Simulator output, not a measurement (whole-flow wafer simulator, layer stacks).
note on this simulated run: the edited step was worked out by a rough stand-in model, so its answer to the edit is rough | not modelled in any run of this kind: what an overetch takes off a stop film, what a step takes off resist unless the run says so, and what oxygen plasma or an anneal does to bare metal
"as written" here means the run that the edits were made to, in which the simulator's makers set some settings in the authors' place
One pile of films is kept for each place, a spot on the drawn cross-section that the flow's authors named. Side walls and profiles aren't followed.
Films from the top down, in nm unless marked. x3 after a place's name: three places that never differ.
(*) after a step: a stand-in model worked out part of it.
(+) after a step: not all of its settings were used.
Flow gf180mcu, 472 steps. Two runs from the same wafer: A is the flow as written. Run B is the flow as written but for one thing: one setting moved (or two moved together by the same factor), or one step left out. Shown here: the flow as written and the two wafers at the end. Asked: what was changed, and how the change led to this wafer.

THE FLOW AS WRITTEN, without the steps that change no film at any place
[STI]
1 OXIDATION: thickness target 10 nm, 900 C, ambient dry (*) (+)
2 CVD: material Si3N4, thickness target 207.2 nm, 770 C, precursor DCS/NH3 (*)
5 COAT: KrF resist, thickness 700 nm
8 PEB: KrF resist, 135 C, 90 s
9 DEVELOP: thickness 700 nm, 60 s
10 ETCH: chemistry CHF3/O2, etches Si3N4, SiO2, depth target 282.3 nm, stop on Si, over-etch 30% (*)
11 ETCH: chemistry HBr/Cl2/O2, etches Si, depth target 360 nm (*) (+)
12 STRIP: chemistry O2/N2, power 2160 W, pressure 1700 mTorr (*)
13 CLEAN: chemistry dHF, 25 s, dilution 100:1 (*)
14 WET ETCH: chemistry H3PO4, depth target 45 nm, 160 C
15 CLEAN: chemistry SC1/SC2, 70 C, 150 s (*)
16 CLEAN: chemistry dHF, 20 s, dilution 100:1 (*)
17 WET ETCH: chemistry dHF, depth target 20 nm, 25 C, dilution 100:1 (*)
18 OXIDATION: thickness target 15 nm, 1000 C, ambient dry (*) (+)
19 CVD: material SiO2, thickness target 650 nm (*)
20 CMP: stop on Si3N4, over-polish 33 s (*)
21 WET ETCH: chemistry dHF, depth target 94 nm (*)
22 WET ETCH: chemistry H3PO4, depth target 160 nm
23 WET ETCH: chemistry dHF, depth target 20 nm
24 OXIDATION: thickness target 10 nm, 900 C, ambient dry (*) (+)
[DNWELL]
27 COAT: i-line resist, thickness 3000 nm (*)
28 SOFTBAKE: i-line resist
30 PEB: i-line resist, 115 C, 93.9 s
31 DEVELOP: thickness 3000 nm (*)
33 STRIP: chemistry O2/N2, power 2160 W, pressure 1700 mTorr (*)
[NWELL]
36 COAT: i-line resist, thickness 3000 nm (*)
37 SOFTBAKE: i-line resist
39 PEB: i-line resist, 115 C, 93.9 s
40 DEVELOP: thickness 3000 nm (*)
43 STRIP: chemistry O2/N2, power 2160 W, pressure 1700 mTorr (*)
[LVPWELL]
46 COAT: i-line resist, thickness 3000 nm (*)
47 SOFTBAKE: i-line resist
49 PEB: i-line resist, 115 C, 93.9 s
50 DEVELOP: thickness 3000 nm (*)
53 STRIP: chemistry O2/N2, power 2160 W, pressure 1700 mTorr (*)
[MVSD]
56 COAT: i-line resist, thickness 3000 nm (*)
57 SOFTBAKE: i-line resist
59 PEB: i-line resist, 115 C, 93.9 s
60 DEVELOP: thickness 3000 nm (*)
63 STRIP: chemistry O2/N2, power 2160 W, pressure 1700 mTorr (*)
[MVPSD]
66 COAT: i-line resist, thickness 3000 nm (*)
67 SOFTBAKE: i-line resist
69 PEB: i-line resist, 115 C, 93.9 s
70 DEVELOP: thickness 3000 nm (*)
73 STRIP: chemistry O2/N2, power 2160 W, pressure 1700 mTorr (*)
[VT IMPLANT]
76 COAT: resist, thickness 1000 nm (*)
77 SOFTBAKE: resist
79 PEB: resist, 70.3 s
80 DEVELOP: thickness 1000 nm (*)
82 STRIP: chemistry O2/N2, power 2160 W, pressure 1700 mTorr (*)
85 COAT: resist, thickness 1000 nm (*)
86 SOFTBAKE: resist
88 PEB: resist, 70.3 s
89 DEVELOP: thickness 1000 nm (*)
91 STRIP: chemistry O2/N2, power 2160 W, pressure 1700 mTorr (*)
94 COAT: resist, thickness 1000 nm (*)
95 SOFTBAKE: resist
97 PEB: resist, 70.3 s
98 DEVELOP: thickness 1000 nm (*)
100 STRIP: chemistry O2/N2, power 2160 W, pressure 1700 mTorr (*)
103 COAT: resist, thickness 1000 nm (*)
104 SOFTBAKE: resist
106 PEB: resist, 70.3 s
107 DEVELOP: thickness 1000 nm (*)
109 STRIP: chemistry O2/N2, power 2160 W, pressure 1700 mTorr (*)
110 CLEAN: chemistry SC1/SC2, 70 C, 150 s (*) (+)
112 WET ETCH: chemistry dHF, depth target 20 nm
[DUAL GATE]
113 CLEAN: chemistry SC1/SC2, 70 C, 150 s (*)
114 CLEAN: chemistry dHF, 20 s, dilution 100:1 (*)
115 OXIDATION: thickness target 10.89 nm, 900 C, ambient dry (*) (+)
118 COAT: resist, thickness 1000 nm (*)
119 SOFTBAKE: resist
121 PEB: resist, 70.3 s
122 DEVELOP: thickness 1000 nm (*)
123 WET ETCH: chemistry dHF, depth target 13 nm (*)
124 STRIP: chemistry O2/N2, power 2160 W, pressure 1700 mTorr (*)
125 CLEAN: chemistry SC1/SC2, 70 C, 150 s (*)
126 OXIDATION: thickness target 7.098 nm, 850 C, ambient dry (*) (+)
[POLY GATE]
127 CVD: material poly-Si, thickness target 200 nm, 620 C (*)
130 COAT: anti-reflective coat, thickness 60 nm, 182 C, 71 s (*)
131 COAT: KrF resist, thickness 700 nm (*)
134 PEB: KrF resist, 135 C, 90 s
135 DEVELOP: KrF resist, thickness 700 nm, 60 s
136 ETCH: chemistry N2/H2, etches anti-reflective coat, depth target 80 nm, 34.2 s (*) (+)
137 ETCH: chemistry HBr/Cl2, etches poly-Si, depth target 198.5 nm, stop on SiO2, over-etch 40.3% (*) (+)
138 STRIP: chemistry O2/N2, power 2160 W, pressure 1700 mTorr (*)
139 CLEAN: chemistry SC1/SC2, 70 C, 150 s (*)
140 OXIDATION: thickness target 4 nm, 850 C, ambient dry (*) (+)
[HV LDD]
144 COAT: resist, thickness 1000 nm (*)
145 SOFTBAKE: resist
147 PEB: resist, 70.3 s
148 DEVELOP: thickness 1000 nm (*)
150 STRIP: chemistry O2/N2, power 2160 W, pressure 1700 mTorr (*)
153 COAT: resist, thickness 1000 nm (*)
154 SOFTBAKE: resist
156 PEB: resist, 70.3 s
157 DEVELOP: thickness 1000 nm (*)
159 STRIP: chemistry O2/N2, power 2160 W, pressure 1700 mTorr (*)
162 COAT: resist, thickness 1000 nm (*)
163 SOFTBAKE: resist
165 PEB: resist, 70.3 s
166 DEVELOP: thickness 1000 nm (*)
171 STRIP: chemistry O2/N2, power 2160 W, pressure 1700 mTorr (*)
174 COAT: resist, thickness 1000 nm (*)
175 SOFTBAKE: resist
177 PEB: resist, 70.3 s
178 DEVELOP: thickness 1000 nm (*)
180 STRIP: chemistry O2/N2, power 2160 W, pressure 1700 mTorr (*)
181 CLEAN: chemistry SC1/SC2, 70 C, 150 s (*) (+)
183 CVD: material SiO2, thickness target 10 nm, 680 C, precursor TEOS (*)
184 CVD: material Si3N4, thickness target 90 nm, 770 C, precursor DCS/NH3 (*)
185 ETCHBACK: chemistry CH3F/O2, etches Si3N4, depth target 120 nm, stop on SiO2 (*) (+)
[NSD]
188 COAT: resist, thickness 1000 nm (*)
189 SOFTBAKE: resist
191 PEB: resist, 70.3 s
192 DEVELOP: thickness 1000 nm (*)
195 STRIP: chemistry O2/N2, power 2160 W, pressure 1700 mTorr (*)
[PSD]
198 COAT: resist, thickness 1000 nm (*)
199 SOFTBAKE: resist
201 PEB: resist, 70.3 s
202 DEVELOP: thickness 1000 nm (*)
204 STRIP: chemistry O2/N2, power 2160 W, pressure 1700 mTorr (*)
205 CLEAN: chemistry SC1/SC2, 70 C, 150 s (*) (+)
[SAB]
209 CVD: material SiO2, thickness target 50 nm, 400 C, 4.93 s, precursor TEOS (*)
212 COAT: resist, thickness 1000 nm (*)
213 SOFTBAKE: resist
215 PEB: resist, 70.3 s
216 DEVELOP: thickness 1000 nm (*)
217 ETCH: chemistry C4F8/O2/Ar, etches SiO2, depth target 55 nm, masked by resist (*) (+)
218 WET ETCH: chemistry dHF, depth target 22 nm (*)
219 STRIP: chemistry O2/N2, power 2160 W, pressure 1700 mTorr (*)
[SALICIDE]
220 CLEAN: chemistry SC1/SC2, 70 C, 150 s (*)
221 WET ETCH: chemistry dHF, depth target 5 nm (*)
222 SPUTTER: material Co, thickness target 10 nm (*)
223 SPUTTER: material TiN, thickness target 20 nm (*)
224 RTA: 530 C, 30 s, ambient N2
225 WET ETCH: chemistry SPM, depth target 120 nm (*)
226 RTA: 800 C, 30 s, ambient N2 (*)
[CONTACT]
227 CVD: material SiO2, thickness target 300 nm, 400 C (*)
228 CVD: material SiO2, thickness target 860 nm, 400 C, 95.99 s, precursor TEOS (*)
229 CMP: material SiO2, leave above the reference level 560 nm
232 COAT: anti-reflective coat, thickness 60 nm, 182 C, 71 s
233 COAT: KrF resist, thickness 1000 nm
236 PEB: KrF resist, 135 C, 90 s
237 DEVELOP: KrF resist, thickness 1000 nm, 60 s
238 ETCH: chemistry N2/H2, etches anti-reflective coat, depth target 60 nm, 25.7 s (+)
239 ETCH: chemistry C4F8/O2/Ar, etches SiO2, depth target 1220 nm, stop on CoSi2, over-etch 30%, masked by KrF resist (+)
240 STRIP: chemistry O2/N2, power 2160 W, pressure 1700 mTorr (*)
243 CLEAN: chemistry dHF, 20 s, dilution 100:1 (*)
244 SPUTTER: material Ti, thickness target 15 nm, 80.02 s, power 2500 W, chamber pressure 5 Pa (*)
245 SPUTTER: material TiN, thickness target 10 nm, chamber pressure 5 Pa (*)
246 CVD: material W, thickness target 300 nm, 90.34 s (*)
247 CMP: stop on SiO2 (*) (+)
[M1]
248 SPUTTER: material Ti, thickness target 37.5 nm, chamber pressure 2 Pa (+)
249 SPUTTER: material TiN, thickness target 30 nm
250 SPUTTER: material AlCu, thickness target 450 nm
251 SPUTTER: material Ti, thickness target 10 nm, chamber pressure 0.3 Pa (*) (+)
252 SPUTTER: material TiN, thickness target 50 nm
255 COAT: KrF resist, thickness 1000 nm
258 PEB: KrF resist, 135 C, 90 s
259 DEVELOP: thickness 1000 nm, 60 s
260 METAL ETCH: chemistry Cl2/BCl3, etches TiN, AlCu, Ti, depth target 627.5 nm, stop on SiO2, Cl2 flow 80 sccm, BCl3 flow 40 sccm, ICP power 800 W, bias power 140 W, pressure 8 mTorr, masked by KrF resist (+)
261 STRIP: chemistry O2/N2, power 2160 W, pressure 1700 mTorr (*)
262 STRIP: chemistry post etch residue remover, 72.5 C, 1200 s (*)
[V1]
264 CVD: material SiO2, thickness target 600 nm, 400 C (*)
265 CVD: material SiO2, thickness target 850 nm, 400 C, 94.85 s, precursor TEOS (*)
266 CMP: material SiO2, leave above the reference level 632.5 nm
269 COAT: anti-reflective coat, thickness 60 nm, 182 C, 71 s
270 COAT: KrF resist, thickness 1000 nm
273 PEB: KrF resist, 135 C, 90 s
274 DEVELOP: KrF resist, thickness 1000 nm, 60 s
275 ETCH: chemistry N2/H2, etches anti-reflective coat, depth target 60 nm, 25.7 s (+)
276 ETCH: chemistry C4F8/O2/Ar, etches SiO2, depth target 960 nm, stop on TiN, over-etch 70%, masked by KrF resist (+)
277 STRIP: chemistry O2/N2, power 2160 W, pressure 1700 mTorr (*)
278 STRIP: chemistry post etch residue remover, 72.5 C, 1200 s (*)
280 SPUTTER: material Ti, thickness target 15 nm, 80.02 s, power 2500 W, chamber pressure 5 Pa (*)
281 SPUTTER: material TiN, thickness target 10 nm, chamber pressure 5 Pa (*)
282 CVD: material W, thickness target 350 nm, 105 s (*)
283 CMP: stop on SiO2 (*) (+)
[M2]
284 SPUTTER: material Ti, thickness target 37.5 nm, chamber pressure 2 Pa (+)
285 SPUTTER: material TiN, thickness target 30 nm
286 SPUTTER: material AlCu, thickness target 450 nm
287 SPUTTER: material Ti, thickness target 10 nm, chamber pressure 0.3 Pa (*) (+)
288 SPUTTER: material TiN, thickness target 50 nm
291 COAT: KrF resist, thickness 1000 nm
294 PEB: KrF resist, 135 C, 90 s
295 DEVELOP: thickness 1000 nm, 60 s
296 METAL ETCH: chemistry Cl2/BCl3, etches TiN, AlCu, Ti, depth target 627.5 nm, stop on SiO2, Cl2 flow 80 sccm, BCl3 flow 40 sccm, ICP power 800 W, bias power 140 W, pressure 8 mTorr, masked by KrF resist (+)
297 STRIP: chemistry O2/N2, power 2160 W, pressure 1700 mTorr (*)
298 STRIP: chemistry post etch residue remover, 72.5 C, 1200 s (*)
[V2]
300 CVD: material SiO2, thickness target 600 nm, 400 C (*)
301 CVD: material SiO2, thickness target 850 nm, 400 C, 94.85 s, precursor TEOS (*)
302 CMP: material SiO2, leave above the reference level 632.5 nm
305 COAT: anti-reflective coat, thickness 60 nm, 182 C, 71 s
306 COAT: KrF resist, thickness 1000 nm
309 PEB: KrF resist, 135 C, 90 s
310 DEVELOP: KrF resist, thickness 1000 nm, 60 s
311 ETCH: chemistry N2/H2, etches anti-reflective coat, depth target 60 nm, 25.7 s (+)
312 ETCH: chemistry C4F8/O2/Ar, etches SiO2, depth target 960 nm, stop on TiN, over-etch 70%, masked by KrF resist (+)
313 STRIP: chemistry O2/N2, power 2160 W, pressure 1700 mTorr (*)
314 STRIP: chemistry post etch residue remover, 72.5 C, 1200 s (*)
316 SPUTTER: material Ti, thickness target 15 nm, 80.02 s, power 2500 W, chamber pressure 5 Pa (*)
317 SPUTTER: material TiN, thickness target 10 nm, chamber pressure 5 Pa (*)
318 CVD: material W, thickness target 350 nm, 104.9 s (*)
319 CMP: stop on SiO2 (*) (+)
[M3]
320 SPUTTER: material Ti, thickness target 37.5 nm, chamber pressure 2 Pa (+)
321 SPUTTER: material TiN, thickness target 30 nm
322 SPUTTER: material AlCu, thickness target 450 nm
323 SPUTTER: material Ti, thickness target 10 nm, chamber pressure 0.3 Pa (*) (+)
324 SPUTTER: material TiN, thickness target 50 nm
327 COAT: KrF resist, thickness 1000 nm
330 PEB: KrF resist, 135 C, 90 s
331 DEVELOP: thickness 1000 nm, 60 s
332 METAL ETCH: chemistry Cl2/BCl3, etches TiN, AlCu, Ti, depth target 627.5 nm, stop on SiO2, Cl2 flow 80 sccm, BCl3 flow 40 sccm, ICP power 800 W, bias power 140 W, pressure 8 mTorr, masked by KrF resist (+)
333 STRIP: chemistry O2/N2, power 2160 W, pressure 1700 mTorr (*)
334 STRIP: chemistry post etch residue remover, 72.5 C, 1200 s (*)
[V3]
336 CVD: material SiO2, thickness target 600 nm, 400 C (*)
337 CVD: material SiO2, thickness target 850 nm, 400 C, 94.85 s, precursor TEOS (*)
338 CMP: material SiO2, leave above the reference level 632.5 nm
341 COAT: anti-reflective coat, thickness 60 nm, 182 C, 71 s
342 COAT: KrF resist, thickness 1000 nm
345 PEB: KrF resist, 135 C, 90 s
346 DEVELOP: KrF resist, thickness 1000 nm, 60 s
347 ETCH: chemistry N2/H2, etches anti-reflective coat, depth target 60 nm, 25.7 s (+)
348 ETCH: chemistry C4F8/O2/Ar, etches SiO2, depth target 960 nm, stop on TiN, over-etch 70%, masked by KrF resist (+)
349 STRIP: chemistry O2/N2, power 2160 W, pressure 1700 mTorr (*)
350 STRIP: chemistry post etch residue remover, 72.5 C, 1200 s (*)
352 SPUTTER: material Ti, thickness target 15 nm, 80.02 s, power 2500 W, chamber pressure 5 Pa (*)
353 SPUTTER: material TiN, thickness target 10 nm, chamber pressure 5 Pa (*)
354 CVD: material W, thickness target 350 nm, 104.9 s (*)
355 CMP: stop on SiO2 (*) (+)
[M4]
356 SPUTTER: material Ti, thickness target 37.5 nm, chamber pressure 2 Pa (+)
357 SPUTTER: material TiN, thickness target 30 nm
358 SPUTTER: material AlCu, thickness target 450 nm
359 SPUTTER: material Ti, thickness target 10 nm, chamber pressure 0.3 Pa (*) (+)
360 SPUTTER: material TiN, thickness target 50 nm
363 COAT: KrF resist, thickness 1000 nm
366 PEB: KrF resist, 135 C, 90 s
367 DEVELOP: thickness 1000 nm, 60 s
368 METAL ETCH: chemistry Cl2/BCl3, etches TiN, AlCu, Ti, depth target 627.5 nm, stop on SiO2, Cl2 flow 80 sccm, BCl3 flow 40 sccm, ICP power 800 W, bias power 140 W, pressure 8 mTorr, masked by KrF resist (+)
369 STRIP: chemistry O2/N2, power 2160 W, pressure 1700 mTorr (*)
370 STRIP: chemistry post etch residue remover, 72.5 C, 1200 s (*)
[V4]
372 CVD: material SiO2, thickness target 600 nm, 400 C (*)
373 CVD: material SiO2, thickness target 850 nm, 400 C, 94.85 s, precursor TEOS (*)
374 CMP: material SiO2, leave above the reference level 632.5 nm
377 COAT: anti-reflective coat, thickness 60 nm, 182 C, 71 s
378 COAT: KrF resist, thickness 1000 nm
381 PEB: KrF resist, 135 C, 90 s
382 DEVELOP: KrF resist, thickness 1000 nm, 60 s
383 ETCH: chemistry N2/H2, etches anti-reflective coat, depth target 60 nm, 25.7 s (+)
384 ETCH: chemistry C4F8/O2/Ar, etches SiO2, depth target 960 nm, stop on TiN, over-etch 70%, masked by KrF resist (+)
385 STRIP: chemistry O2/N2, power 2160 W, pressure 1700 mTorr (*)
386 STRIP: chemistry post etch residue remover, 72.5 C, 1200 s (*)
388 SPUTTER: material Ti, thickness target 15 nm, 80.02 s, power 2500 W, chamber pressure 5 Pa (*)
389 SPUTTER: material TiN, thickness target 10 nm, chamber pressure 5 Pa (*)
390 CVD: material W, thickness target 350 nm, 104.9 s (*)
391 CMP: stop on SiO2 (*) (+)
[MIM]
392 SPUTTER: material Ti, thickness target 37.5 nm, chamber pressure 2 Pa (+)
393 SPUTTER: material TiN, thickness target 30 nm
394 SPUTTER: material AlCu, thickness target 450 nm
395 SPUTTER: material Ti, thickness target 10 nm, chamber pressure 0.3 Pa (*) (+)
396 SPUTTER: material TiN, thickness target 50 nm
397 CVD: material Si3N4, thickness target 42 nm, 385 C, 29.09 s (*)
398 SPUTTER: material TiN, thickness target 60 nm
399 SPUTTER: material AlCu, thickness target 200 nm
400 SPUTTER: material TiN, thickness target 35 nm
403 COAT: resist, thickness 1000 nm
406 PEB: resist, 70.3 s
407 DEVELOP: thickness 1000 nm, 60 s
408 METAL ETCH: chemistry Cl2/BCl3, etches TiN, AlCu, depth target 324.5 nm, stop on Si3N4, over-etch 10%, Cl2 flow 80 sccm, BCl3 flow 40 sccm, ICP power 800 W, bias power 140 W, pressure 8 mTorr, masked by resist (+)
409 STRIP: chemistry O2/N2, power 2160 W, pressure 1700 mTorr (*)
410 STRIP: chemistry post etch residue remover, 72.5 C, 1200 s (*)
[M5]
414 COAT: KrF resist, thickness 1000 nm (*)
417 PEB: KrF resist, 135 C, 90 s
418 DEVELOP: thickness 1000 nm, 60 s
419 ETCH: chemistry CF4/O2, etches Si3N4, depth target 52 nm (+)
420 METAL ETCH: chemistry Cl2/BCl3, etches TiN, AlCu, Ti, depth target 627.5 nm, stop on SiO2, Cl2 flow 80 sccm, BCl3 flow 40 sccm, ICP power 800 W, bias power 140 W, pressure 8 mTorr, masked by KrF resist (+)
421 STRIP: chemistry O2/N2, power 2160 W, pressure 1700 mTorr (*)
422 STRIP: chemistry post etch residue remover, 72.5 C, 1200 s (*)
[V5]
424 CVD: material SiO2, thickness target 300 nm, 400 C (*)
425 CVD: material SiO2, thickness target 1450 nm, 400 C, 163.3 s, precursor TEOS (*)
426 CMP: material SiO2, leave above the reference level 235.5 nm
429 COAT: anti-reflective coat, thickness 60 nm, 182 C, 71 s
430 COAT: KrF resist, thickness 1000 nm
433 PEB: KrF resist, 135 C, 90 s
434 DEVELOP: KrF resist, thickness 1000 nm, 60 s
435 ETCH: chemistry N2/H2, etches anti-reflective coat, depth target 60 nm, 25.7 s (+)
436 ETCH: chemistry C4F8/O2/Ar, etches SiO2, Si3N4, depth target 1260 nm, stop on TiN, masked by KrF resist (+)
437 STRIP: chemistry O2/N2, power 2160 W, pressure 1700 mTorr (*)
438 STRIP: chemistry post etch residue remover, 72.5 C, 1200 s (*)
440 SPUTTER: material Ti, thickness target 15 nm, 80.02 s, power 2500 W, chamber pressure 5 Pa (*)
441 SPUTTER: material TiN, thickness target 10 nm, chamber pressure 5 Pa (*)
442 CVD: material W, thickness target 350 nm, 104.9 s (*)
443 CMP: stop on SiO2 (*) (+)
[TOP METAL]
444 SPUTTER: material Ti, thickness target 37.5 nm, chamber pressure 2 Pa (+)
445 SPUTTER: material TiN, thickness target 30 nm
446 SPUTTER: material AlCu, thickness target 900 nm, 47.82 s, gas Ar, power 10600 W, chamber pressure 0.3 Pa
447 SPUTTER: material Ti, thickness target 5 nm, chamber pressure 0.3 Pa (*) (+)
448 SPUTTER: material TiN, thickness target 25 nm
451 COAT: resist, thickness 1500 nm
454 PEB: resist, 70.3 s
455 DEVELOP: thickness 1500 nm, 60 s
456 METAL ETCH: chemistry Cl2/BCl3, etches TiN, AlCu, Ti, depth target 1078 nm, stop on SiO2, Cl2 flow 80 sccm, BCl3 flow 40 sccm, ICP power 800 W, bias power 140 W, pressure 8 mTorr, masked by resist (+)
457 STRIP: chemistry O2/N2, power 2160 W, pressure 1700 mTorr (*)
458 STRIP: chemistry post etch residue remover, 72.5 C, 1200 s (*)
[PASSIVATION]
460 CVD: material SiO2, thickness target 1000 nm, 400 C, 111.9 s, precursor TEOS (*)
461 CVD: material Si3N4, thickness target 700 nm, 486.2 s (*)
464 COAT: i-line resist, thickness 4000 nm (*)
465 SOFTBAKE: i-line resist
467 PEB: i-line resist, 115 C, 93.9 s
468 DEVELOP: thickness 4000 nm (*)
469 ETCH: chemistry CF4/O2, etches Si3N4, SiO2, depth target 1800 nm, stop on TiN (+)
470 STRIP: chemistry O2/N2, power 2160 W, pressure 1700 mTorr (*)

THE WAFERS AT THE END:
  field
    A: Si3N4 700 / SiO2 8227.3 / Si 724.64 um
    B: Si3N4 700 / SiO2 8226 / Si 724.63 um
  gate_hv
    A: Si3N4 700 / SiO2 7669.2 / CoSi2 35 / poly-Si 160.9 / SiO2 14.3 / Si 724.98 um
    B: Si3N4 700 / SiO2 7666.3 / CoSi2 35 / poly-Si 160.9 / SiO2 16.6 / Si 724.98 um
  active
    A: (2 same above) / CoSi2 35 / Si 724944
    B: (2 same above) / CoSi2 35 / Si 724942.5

The cause: step 126, OXIDATION: 892 C was run, where the flow has 850 C.

How the change led to this, step by step:
  126 OXIDATION: thickness target 7.098 nm, 850 C, ambient dry (*) (+)
      gate_hv, active_hv, active_nat and 25 more: A SiO2 +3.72, Si -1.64 | B SiO2 +6.04, Si -2.66
      ld_fp_n, ld_drift_n, ld_fp_p and 13 more: A SiO2 +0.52, Si -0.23 | B SiO2 +1.12, Si -0.49
      (and at 48 more places)
  130 COAT: anti-reflective coat, thickness 60 nm, 182 C, 71 s (*)
      p_well, spacer, sd_n: A anti-reflective coat +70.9 (new film) | B anti-reflective coat +69.3 (new film)
  136 ETCH: chemistry N2/H2, etches anti-reflective coat, depth target 80 nm, 34.2 s (*) (+)
      p_well, spacer, sd_n: A anti-reflective coat -70.9 (all of it), poly-Si -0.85 | B anti-reflective coat -69.3 (all of it), poly-Si -0.89
  189 SOFTBAKE: resist
      nw_enc_fld_lv__w3: A resist +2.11 | B resist -1.61
  199 SOFTBAKE: resist
      nw_enc_fld_lv__w3: A resist +2.11 | B resist -1.61
  218 WET ETCH: chemistry dHF, depth target 22 nm (*)
      active, p_well, sd_n, iso_ptap_pw, iso_ntap_nw, iso_ptap_sub, vpnp_e: A SiO2 -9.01 (all of it) | B SiO2 -12.5 (all of it)
      ldn_tap, ldn_src, ldn_drn, ldp_tap, ldp_src, ldp_drn, ldp_gr: A SiO2 -16 (all of it) | B SiO2 -18.3 (all of it)
      (and at 9 more places)
